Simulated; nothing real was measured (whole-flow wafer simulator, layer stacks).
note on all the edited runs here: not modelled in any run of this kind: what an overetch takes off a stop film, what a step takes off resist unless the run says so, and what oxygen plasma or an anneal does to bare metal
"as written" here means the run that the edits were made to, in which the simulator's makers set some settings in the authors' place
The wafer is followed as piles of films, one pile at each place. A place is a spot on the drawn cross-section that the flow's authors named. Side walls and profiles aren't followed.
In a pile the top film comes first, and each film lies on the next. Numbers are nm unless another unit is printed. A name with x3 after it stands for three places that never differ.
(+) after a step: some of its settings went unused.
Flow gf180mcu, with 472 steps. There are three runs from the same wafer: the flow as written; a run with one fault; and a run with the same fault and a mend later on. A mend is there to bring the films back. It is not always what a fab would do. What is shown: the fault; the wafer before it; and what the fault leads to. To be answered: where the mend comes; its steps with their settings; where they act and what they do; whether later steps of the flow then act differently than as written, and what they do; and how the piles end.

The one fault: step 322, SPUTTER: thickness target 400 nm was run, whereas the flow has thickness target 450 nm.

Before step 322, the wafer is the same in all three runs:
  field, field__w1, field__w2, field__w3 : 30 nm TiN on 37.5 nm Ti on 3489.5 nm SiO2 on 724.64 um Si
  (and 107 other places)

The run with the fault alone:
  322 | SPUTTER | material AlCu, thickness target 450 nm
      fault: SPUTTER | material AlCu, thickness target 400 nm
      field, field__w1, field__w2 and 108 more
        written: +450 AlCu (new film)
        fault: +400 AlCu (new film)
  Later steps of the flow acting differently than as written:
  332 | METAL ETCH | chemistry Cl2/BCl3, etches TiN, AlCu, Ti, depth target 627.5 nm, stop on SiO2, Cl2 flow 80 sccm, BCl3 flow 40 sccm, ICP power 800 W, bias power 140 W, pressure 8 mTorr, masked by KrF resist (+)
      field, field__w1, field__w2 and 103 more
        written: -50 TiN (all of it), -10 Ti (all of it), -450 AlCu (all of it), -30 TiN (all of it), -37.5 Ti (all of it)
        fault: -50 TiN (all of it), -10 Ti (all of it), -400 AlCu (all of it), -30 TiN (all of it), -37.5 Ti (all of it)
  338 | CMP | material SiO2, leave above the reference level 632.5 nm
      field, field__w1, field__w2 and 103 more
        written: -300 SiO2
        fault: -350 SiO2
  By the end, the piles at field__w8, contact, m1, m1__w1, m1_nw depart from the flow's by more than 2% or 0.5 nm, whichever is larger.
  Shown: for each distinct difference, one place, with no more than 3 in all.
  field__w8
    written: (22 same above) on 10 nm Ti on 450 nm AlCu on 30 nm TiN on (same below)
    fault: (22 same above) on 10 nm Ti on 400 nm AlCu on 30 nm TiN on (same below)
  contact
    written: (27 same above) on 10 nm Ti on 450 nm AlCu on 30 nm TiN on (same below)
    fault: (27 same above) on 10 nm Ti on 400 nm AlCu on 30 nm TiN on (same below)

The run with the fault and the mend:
  After step 322 comes the mend.
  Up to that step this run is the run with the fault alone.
  322a | SPUTTER | material AlCu, thickness target 50 nm (a further turn of the flow's step 322, with different settings)
      field, field__w1, field__w2 and 108 more
        +50 AlCu
  Later steps of the flow that are run all act as written at every place that is followed.
  The piles end the same as the flow's at every place that both follow.
